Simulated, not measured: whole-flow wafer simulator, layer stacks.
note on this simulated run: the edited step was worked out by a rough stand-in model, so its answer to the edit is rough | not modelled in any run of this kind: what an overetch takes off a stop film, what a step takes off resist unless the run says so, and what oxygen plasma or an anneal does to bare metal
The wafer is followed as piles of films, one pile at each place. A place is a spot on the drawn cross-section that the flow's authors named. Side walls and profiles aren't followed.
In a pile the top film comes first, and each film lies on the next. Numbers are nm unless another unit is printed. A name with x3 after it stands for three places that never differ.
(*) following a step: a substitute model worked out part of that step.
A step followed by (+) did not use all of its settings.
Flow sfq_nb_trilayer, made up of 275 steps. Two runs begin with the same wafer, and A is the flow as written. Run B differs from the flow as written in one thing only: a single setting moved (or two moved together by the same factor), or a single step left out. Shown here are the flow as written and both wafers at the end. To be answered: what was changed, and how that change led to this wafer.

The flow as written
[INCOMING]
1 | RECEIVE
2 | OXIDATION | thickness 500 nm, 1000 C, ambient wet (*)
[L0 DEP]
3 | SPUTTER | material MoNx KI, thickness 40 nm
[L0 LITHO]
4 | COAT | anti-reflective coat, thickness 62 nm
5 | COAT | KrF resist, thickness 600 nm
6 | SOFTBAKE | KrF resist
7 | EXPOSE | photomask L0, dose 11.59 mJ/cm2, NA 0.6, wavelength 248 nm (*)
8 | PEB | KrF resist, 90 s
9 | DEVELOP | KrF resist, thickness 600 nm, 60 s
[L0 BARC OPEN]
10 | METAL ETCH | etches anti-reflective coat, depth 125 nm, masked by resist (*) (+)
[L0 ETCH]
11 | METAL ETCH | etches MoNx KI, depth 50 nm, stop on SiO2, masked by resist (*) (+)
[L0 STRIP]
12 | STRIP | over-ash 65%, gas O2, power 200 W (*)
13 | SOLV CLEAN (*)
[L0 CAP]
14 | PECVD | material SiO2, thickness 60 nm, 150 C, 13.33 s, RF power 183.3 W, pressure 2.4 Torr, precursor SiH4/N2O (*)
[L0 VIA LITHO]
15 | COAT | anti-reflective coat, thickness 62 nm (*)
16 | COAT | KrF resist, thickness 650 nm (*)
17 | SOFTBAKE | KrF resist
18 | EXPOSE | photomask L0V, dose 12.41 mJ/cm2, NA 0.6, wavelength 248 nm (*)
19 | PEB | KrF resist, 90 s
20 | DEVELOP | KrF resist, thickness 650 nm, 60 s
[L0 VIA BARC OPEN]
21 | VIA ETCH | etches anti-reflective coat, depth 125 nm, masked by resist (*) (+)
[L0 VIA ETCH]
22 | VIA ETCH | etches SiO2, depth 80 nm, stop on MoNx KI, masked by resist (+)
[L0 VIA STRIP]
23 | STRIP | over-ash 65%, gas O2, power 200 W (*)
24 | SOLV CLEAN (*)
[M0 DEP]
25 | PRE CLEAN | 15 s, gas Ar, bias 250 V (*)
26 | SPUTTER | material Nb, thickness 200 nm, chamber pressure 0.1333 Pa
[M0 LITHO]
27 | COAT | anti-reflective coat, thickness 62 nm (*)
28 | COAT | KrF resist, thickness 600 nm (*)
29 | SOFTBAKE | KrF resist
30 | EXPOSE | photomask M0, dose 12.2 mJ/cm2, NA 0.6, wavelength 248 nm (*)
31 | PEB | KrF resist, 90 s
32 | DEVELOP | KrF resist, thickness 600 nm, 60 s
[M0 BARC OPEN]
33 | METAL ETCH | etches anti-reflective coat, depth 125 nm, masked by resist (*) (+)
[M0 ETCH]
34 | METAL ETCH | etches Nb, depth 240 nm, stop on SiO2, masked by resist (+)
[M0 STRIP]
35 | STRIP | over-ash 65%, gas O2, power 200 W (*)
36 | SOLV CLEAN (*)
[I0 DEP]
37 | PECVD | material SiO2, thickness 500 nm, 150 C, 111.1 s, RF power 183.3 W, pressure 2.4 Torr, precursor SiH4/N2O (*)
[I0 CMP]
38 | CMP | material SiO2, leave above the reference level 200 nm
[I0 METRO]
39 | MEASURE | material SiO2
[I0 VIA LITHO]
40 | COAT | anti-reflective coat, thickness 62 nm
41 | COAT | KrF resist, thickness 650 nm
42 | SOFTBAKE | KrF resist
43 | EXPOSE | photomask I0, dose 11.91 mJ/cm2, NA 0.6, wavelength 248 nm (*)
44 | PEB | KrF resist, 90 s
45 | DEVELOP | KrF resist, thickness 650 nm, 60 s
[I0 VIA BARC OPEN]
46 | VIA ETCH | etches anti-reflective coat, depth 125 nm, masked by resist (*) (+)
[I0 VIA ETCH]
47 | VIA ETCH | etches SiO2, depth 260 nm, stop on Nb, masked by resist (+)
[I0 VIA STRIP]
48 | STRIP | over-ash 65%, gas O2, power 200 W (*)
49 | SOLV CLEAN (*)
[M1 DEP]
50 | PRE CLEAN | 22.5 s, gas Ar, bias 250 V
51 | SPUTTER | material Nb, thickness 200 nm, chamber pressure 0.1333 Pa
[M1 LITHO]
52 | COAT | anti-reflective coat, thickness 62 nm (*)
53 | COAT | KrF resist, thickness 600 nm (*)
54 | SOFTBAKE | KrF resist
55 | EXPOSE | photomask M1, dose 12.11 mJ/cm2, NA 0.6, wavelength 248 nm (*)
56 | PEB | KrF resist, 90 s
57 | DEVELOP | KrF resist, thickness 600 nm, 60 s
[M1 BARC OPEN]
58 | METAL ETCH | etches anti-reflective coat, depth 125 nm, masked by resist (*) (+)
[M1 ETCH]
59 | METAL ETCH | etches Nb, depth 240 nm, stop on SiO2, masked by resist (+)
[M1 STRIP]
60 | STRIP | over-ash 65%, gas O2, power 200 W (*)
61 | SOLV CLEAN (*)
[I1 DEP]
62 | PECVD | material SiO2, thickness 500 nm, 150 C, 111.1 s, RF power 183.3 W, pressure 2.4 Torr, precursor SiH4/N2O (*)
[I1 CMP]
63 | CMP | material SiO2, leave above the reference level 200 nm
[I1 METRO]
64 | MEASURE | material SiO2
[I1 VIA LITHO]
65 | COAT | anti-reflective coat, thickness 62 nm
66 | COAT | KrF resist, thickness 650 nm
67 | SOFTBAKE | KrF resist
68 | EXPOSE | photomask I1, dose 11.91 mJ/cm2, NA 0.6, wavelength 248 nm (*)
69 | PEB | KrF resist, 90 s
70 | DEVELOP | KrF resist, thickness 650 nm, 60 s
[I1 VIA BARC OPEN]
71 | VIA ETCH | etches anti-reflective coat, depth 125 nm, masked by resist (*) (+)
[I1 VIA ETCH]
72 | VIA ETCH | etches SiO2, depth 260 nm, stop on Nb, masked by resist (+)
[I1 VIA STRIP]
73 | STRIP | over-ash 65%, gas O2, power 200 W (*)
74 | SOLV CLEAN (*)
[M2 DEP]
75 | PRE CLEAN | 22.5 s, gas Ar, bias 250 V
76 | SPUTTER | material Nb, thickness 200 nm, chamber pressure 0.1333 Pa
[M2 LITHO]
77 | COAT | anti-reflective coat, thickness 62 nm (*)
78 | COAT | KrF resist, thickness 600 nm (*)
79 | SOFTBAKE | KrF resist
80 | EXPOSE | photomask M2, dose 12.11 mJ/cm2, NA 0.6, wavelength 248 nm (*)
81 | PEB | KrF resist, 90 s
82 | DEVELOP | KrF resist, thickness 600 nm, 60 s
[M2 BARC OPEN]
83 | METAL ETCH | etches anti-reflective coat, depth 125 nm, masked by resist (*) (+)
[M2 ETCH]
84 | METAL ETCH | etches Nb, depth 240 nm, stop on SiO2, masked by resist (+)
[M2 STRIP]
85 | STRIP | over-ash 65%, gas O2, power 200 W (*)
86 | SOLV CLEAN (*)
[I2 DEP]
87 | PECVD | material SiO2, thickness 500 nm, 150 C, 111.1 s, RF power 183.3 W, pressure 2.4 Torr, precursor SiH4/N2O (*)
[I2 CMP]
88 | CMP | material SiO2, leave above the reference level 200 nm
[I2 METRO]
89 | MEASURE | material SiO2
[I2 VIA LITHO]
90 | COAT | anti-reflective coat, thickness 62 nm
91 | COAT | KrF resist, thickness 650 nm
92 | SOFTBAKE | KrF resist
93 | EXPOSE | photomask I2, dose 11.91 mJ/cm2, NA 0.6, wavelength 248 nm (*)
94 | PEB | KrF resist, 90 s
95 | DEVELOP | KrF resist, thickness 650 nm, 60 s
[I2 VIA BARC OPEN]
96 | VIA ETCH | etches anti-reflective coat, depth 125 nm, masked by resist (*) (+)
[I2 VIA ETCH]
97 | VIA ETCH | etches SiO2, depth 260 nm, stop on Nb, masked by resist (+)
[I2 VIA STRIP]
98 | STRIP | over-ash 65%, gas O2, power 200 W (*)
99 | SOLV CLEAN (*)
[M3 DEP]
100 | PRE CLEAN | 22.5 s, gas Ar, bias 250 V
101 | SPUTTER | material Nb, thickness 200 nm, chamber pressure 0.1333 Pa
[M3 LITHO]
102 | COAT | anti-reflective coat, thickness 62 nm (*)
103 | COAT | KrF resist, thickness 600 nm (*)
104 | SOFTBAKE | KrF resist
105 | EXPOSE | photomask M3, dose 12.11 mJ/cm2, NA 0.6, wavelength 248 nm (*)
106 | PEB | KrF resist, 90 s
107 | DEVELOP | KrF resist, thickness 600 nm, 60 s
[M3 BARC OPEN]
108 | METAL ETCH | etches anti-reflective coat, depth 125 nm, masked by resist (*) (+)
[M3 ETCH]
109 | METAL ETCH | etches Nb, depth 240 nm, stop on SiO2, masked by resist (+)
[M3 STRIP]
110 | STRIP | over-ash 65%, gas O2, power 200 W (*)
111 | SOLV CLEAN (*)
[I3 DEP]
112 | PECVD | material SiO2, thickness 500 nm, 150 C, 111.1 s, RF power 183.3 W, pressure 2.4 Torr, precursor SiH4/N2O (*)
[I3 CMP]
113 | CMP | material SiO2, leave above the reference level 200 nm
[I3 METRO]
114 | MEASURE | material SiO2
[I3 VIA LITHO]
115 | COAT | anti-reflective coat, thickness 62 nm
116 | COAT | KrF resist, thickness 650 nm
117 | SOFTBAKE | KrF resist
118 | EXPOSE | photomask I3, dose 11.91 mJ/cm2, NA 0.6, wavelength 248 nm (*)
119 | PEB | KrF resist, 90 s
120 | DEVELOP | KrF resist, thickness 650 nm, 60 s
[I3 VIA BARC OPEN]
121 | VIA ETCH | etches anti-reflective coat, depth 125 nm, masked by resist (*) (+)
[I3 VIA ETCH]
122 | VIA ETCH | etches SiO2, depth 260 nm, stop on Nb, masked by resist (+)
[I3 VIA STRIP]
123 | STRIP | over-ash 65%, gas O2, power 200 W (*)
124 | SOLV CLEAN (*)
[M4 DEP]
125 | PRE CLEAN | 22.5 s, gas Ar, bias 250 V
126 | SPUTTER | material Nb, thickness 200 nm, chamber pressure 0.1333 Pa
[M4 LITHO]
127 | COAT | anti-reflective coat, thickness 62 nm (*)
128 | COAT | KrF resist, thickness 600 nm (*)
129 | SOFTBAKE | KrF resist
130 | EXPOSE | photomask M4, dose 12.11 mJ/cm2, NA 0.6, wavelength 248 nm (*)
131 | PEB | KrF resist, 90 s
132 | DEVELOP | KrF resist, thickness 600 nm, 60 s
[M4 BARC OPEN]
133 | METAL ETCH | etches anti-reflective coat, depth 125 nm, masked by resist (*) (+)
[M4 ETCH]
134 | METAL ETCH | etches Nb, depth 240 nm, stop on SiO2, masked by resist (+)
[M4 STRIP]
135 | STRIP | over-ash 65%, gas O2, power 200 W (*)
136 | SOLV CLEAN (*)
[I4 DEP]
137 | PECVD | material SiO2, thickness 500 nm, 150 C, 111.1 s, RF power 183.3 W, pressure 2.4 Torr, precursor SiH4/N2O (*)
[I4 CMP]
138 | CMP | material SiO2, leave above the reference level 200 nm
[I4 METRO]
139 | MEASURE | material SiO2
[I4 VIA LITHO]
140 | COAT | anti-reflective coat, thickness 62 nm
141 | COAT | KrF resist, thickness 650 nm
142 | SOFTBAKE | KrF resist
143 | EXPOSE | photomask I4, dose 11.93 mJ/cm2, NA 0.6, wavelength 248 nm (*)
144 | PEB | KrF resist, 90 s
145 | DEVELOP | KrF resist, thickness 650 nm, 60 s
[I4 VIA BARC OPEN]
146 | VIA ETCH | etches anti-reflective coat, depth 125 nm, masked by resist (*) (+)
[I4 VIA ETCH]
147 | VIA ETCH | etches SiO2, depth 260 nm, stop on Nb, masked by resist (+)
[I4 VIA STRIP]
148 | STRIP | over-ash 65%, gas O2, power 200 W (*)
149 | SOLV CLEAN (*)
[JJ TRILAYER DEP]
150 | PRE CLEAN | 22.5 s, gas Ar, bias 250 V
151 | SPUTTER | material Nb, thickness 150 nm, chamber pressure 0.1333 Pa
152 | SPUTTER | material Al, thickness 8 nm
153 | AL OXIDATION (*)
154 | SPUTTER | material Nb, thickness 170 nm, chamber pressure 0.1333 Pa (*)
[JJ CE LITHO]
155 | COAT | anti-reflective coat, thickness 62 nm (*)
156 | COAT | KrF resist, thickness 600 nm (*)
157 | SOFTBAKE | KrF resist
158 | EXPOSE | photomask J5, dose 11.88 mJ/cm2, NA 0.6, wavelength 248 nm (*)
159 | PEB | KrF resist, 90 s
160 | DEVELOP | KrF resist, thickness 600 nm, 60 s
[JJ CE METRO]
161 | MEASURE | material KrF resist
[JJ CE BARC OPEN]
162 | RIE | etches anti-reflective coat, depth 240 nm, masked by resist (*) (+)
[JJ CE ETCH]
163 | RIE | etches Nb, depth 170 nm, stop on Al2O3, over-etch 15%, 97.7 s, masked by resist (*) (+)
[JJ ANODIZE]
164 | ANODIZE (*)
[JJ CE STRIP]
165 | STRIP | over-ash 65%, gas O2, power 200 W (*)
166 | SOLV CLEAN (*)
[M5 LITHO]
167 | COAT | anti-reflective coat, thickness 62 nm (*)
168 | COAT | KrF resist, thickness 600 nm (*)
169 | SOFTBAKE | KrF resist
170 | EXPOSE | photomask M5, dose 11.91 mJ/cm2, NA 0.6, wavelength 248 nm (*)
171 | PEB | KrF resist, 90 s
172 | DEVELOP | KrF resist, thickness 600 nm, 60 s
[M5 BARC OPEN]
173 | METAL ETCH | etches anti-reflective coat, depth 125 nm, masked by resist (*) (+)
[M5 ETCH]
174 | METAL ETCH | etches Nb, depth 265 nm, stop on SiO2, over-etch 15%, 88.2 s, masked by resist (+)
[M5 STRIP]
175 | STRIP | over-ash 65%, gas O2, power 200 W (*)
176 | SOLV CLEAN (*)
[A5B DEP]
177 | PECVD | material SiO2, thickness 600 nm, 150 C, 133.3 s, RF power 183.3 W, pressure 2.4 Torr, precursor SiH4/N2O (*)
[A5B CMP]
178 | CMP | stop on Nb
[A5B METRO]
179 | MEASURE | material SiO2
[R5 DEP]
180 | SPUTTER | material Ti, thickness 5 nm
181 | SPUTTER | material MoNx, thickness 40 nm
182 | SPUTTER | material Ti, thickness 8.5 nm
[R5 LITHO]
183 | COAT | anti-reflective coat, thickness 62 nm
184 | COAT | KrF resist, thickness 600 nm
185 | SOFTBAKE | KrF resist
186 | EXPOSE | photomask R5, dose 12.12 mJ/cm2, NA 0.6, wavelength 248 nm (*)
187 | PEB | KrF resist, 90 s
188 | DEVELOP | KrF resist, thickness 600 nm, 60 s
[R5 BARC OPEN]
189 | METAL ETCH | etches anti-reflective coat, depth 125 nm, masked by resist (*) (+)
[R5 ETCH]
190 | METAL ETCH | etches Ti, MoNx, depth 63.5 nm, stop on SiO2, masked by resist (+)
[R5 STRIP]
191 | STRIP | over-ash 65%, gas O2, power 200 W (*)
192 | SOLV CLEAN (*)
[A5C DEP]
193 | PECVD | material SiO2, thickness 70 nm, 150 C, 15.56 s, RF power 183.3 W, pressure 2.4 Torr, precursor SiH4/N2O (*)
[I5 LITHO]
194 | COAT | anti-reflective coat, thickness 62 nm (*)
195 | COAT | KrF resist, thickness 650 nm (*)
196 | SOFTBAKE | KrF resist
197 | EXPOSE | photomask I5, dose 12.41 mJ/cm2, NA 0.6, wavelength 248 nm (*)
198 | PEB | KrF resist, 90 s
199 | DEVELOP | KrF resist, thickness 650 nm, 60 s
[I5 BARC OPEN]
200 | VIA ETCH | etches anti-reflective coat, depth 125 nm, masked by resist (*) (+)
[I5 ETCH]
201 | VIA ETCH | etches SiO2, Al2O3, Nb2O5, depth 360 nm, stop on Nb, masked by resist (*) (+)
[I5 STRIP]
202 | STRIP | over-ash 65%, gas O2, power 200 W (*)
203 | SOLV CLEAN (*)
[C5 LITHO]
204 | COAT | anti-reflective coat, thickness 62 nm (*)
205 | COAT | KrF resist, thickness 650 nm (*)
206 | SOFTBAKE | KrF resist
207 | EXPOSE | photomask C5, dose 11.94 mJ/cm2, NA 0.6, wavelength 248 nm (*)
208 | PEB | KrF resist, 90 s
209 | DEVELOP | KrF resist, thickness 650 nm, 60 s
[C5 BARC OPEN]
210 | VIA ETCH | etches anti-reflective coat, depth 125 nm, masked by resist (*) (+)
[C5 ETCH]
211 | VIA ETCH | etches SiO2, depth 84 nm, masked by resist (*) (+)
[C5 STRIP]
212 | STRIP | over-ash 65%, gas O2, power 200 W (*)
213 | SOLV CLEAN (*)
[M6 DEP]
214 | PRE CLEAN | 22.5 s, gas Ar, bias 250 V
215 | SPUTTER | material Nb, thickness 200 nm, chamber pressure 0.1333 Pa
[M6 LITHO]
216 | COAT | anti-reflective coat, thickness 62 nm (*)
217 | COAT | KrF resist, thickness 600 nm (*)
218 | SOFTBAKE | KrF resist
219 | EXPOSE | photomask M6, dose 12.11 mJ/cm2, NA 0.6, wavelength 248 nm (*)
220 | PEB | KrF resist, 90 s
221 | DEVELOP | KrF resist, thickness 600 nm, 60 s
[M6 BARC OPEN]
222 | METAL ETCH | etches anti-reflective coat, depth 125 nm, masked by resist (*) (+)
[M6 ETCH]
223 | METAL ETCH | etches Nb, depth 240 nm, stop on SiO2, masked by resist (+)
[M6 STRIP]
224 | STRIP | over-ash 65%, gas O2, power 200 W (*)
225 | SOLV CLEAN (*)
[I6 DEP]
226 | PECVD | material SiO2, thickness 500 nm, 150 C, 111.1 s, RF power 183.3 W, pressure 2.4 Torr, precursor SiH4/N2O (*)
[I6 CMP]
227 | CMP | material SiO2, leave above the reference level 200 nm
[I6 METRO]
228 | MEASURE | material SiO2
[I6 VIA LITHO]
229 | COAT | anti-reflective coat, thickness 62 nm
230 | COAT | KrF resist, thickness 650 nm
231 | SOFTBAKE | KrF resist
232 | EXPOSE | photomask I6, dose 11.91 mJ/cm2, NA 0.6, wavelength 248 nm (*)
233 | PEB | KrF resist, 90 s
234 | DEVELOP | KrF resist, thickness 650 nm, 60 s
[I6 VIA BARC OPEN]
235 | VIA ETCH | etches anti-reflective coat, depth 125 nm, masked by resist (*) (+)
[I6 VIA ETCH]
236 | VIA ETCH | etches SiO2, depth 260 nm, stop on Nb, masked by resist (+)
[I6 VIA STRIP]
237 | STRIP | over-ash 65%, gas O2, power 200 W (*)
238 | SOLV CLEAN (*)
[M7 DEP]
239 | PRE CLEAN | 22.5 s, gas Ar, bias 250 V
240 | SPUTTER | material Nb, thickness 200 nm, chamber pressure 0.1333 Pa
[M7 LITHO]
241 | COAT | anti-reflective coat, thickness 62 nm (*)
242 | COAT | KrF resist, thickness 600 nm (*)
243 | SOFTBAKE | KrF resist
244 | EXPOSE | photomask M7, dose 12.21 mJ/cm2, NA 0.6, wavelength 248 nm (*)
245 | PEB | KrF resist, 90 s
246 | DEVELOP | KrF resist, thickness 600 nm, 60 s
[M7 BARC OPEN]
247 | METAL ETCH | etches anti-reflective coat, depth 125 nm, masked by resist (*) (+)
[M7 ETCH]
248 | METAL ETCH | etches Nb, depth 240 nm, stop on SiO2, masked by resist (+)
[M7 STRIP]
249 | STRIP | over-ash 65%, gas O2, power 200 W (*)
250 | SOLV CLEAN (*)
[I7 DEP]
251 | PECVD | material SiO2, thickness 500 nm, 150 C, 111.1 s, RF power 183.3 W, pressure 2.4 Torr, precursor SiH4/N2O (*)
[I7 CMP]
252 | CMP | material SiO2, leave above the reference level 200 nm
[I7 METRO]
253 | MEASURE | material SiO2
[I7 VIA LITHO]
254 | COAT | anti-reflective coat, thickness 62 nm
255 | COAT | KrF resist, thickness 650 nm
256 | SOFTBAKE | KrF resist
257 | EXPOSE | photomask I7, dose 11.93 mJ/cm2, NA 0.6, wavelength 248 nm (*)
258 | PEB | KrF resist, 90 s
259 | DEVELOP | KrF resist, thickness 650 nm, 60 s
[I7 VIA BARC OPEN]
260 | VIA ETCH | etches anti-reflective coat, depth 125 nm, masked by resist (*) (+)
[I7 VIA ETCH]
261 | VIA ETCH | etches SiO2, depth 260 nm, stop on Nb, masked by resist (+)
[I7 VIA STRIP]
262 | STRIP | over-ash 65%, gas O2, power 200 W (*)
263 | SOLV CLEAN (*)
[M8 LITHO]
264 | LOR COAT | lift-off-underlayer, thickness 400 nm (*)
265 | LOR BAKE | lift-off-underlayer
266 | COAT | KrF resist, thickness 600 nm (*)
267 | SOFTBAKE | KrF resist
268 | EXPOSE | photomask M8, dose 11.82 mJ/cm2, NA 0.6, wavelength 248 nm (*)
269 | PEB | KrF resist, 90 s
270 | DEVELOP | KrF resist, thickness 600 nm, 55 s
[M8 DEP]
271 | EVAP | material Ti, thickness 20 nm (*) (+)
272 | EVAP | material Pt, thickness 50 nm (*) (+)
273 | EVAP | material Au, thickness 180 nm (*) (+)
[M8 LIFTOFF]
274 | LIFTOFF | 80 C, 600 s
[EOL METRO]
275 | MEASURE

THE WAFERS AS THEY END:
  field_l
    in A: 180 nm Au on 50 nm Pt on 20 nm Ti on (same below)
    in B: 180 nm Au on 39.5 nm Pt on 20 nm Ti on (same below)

What caused this: step 272, EVAP: thickness 39.5 nm was run, though the flow has thickness 50 nm.
The wafer itself shows it: field_l has Pt 39.5, and step 272 as written asks for 50 nm.

The path from the change to this, step by step:
  272 | EVAP | material Pt, thickness 50 nm (*) (+)
      field_l, v_sur, via_wl and 103 more: A Pt gains 50 (new film) | B Pt gains 39.5 (new film)
  274 | LIFTOFF | 80 C, 600 s
      p4_fl, p4_fm, p4_w1 and 71 more: A Au loses 180 (all of it), Pt loses 50 (all of it), Ti loses 20 (all of it), KrF resist loses 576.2 (all of it), lift-off-underlayer loses 400 (all of it) | B Au loses 180 (all of it), Pt loses 39.5 (all of it), Ti loses 20 (all of it), KrF resist loses 576.2 (all of it), lift-off-underlayer loses 400 (all of it)
      c5j, ce_r: A Au loses 180 (all of it), Pt loses 50 (all of it), Ti loses 20 (all of it), KrF resist loses 573.3 (all of it), lift-off-underlayer loses 399.3 (all of it) | B Au loses 180 (all of it), Pt loses 39.5 (all of it), Ti loses 20 (all of it), KrF resist loses 573.3 (all of it), lift-off-underlayer loses 399.3 (all of it)
      (and at 19 other places as well)
